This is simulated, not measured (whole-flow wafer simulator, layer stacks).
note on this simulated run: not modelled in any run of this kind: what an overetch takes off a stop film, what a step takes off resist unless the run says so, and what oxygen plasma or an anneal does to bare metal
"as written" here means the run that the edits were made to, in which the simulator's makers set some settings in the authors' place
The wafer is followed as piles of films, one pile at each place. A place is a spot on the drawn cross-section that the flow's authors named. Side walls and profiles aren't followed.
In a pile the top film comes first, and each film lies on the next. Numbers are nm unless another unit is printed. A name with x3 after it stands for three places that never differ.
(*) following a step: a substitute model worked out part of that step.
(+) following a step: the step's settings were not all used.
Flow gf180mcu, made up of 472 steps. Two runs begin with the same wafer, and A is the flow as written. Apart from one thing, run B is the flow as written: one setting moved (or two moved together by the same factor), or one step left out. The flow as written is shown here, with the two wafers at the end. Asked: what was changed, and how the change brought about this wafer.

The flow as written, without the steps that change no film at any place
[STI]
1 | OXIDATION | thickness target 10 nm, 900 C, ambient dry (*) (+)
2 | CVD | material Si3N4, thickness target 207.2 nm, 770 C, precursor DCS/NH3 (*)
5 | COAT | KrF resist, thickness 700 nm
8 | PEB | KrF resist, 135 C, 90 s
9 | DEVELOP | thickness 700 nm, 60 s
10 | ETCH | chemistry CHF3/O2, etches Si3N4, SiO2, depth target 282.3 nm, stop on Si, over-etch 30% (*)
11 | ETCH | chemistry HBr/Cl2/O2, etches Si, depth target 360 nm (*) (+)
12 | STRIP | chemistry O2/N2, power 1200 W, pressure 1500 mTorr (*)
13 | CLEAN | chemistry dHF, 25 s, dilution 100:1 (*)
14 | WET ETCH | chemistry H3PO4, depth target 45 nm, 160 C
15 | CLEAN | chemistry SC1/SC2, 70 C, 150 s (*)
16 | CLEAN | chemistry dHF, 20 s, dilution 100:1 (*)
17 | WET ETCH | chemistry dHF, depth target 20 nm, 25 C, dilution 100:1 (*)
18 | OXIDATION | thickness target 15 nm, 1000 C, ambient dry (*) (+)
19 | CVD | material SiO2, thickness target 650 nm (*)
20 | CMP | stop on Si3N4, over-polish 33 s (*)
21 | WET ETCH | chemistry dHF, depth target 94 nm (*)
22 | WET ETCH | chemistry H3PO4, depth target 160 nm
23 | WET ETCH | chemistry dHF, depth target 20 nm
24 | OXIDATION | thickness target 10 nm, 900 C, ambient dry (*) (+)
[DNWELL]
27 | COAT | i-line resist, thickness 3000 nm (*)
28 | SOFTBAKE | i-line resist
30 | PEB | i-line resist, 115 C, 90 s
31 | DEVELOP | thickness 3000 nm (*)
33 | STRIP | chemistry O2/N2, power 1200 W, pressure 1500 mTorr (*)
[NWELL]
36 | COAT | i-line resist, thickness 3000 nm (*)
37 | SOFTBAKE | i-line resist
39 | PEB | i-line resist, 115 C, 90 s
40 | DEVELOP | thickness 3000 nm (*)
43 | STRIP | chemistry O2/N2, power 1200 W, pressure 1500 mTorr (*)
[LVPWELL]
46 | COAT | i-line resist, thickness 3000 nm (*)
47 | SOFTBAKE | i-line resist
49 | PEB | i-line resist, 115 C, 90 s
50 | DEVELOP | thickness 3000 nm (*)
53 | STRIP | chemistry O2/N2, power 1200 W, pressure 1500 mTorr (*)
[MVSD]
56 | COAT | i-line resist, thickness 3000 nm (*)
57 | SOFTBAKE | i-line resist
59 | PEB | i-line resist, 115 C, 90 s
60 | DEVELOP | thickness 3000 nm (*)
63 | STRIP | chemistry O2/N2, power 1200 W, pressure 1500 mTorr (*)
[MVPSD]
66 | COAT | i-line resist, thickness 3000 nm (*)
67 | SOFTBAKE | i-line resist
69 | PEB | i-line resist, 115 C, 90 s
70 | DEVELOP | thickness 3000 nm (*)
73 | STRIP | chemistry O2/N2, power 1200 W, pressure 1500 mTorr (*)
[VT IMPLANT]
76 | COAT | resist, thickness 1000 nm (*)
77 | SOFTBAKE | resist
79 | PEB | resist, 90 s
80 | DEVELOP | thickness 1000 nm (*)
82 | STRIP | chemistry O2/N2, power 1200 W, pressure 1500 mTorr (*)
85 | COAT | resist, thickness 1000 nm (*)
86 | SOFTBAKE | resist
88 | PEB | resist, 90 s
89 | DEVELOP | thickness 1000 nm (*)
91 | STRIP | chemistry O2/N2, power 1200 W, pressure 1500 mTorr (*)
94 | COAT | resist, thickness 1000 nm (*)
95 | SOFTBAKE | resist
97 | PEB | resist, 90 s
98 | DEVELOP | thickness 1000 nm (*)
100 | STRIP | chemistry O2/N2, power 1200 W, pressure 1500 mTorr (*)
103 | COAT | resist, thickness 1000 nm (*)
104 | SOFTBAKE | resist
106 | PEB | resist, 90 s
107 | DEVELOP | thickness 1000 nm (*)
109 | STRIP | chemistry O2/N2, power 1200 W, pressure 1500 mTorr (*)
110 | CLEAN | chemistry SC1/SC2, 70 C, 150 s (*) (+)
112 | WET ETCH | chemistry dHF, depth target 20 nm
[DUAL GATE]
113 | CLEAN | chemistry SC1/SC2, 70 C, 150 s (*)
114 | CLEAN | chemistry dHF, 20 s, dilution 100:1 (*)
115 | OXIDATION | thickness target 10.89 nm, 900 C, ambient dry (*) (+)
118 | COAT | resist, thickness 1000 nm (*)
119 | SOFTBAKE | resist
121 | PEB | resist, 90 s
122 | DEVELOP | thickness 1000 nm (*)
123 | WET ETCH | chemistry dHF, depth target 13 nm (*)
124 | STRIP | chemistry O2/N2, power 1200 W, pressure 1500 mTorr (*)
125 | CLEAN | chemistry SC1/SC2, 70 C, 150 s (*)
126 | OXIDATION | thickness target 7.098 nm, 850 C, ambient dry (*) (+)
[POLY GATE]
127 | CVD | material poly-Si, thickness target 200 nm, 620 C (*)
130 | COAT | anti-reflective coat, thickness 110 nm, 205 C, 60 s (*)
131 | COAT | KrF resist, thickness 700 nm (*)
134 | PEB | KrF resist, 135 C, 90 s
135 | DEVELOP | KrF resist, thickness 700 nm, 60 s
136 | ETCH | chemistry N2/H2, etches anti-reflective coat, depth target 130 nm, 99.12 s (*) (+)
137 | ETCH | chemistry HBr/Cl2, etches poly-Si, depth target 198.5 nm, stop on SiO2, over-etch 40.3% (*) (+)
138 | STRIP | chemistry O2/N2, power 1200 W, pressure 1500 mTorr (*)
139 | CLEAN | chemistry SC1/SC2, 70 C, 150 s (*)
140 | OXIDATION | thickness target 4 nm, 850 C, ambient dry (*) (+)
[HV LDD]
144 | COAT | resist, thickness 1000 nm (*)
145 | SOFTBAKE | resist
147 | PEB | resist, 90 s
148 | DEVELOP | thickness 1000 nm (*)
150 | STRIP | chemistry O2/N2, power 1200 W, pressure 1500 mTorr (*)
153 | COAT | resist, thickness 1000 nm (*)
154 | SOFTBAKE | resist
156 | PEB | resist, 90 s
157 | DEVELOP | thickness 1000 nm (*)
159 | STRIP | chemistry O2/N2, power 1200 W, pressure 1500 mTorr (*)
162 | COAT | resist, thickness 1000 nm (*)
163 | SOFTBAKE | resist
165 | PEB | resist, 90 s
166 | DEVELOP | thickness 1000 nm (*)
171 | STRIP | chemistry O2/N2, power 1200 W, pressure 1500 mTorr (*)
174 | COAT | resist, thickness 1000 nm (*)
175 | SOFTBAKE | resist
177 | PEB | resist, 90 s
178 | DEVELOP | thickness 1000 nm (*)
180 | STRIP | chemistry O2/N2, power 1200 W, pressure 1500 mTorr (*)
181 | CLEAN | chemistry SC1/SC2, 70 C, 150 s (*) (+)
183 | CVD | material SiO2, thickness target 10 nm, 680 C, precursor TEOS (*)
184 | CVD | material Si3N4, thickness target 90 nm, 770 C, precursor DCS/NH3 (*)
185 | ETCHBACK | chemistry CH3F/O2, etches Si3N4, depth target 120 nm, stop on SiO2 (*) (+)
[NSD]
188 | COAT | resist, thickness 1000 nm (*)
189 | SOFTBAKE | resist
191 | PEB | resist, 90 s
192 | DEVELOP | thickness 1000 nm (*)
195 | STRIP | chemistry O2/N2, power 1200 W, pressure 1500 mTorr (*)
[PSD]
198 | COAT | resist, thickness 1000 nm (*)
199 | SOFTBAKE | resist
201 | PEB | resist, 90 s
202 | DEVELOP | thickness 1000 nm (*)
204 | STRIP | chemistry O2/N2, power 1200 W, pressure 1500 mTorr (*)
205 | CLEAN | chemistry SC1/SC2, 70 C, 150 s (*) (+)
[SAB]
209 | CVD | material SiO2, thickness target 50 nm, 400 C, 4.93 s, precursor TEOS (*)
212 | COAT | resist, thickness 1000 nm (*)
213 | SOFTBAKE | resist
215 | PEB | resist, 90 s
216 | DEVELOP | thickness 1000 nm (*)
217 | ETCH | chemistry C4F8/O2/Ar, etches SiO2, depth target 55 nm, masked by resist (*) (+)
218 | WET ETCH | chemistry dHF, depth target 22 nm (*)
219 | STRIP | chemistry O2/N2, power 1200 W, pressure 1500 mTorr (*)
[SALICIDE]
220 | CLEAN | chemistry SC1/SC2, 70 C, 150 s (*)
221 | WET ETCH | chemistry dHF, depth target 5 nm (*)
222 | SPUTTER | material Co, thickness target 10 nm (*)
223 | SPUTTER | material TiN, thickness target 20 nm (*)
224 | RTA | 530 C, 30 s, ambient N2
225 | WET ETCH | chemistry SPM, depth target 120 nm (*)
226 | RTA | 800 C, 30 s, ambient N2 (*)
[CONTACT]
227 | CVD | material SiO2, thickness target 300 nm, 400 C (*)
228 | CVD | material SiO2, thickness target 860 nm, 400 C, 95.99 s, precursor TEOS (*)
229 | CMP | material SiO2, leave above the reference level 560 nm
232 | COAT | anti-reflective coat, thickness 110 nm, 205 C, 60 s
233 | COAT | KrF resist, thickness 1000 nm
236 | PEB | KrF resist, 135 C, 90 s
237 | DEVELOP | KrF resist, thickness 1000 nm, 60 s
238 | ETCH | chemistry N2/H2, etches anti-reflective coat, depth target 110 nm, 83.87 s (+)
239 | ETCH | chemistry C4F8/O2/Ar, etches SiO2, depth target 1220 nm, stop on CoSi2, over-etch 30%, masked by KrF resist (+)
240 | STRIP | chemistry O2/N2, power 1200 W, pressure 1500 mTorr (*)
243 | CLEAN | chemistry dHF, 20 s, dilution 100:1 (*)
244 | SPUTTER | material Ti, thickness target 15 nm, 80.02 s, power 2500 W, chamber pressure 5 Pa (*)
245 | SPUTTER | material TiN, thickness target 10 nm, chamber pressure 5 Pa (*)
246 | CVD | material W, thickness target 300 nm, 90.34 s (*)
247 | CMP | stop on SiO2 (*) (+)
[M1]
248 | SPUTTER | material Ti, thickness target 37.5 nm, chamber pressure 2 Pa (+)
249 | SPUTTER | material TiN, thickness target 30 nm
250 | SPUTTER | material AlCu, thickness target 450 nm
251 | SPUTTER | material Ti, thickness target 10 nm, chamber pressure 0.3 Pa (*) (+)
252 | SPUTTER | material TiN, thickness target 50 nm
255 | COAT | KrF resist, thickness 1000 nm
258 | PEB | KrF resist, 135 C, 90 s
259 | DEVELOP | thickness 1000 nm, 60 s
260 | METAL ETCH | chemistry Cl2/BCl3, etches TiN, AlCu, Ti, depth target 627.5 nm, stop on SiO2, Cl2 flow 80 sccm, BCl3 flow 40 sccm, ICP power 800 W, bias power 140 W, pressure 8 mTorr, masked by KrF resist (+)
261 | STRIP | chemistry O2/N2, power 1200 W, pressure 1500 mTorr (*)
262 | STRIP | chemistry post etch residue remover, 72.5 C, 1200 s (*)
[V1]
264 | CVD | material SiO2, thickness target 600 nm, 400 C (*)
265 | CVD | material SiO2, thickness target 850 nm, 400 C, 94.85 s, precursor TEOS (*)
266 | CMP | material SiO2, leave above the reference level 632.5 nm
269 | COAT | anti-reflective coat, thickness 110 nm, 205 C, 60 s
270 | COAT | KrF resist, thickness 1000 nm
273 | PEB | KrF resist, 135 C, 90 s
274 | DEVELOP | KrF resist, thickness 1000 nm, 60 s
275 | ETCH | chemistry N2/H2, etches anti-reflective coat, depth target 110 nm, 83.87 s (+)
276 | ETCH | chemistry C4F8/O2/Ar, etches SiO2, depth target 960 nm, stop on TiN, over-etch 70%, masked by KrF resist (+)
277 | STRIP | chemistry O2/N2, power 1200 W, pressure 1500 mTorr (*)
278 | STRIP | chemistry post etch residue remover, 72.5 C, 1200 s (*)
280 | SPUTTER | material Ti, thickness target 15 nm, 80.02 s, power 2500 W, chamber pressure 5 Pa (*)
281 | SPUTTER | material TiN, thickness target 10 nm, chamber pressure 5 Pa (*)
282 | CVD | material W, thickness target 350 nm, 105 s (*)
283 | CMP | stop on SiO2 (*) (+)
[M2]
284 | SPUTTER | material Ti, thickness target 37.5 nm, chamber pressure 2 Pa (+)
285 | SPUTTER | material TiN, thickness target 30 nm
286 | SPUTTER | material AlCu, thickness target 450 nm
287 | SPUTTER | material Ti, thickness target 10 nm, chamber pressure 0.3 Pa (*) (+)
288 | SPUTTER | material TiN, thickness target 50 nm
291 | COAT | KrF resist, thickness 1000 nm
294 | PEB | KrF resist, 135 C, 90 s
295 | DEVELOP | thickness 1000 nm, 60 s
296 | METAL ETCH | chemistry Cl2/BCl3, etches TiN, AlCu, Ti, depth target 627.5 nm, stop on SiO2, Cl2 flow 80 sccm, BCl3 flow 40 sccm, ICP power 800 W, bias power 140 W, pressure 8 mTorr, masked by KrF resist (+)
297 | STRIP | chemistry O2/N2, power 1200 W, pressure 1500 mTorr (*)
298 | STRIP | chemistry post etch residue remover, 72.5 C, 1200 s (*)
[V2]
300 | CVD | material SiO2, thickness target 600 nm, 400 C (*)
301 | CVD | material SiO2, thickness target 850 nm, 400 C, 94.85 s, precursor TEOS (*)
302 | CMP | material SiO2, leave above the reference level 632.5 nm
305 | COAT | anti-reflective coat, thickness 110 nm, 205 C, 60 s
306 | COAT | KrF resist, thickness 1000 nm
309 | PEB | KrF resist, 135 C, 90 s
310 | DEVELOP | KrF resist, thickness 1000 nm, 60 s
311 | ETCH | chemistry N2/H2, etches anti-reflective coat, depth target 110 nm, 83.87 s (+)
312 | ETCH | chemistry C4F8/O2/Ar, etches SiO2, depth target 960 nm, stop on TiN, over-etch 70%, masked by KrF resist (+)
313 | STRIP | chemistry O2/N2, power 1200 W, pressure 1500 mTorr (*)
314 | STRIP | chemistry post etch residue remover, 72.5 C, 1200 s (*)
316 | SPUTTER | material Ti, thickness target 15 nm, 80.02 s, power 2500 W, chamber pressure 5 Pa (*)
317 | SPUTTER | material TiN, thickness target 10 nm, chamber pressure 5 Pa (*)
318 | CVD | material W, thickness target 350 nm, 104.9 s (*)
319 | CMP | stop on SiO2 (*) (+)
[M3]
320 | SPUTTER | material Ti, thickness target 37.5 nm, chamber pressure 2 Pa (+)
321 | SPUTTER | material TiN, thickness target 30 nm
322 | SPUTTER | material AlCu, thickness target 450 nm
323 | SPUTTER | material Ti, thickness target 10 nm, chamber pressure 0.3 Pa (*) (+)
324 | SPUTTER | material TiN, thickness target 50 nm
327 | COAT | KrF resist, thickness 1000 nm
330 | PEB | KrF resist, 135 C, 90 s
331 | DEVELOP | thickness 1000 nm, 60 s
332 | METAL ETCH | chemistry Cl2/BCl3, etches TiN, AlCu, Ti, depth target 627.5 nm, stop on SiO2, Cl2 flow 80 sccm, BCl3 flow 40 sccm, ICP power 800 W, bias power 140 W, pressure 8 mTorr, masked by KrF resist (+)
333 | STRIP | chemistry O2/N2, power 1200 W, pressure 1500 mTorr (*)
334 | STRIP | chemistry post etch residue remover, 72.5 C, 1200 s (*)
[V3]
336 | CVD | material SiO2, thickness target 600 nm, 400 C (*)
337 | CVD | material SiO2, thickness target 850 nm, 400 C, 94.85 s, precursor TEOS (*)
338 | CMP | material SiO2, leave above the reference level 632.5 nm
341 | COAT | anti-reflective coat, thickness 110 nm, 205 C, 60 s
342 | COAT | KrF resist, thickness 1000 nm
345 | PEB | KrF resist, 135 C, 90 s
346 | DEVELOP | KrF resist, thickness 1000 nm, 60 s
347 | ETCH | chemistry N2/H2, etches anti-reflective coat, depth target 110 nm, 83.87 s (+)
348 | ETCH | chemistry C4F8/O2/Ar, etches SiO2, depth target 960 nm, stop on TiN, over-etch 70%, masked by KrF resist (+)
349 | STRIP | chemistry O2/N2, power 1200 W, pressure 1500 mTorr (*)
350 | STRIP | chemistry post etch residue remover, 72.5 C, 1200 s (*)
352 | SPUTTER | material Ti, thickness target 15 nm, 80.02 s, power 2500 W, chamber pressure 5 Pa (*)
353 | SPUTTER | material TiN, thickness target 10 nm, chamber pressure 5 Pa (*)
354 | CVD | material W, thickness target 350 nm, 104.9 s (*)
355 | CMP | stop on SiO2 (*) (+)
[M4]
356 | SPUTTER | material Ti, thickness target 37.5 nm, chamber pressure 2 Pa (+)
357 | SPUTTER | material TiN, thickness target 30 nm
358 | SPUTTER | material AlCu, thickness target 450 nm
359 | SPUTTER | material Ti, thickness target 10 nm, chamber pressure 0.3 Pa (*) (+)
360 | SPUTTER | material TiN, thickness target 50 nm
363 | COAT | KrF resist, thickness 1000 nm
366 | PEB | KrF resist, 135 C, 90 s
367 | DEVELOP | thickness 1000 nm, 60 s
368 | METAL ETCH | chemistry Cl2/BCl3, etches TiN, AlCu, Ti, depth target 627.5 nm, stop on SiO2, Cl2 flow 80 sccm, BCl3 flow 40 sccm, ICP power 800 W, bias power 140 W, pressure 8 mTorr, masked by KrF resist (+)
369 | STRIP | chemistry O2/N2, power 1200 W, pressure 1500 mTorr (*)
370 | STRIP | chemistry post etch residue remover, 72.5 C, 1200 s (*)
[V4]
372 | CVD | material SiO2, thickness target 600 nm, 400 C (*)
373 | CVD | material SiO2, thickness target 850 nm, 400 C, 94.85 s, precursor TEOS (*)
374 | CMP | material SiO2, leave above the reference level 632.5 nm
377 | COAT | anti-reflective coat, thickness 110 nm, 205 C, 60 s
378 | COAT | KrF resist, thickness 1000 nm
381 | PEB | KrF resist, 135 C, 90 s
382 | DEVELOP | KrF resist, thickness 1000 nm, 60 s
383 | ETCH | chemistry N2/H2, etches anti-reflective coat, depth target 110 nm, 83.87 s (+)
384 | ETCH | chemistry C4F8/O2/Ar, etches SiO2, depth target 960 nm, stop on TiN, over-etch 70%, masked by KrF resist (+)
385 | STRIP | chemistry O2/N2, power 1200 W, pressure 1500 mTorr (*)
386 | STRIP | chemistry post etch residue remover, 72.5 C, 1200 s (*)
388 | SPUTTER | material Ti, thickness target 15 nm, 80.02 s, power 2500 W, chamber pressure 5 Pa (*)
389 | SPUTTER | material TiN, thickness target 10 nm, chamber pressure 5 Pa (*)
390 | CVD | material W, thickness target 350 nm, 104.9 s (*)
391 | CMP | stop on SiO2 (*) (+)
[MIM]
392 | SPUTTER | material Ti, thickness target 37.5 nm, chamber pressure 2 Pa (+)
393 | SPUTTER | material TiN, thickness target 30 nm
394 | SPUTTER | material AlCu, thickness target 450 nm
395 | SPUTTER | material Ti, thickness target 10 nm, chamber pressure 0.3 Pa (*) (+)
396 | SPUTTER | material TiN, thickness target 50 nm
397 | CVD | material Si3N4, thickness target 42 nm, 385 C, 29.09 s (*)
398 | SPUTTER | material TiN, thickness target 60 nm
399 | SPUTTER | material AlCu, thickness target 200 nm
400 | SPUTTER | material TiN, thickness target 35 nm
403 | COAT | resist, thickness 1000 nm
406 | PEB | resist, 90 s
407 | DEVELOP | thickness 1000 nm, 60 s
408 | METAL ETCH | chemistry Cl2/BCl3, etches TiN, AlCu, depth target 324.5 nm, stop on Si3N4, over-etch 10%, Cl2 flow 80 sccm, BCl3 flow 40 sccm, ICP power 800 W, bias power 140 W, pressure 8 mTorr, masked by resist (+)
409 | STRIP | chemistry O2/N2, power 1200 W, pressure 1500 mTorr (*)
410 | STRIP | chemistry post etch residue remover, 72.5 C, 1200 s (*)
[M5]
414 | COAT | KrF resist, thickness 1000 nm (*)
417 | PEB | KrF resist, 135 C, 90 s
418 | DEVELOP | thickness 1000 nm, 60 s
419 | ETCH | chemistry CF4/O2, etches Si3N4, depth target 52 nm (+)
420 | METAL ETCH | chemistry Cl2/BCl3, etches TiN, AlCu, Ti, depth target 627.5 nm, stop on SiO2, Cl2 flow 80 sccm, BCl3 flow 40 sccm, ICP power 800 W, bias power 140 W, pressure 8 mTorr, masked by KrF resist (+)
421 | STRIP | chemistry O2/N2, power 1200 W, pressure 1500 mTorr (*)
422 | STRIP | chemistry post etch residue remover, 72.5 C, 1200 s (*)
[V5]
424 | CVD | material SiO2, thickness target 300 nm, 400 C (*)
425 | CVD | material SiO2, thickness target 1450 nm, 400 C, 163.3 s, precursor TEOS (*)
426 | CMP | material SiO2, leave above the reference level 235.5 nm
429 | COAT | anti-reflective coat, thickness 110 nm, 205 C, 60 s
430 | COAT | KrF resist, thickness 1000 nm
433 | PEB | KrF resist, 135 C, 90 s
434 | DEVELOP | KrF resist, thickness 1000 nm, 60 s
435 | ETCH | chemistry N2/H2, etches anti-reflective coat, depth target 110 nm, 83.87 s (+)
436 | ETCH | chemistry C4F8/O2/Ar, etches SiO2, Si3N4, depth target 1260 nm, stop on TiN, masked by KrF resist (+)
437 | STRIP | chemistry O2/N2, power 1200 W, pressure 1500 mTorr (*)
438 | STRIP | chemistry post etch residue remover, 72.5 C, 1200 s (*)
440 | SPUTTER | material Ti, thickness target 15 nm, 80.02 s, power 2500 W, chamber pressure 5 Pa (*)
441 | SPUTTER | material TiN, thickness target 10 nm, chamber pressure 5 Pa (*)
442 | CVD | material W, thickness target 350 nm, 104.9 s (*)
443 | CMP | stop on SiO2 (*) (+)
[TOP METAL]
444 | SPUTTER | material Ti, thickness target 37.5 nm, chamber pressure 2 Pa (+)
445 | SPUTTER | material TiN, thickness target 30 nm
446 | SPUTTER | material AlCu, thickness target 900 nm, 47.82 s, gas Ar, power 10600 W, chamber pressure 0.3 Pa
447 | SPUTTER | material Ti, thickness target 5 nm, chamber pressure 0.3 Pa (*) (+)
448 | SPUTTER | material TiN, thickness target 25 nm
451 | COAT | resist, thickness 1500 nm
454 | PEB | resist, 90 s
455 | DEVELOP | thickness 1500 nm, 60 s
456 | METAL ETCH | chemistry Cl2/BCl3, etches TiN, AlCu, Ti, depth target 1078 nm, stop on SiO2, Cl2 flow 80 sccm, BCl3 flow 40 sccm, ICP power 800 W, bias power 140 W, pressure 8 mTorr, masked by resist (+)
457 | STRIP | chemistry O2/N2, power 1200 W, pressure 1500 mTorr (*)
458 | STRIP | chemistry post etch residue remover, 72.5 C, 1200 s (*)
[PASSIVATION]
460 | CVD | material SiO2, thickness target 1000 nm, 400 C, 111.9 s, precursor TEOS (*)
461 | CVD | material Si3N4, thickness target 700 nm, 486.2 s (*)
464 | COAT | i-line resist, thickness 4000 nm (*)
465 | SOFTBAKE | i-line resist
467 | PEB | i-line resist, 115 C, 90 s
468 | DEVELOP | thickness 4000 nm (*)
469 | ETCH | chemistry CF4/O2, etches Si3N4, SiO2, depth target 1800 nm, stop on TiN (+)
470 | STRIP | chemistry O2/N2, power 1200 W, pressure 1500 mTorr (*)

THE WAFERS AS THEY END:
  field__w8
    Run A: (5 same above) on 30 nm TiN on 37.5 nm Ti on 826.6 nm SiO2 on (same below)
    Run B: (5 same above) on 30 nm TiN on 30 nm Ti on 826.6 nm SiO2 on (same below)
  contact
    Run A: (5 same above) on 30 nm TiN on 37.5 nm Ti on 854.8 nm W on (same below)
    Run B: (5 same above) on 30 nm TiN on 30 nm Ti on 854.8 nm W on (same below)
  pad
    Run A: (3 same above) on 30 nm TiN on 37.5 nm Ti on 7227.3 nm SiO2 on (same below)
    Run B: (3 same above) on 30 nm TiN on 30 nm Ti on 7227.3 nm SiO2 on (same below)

Cause: step 444, SPUTTER: thickness target 30 nm was run, while the flow as written has thickness target 37.5 nm.
One can read it off the wafer: field__w8 has Ti 30, and step 444 as written asks for 37.5 nm.

How this came from the change, step by step:
  444 | SPUTTER | material Ti, thickness target 37.5 nm, chamber pressure 2 Pa (+)
      field, field__w1, field__w2 and 109 more: A Ti gains 37.5 (new film) | B Ti gains 30 (new film)
  456 | METAL ETCH | chemistry Cl2/BCl3, etches TiN, AlCu, Ti, depth target 1078 nm, stop on SiO2, Cl2 flow 80 sccm, BCl3 flow 40 sccm, ICP power 800 W, bias power 140 W, pressure 8 mTorr, masked by resist (+)
      field, field__w1, field__w2 and 103 more: A TiN loses 25 (all of it), Ti loses 5 (all of it), AlCu loses 900 (all of it), TiN loses 30 (all of it), Ti loses 37.5 (all of it) | B TiN loses 25 (all of it), Ti loses 5 (all of it), AlCu loses 900 (all of it), TiN loses 30 (all of it), Ti loses 30 (all of it)
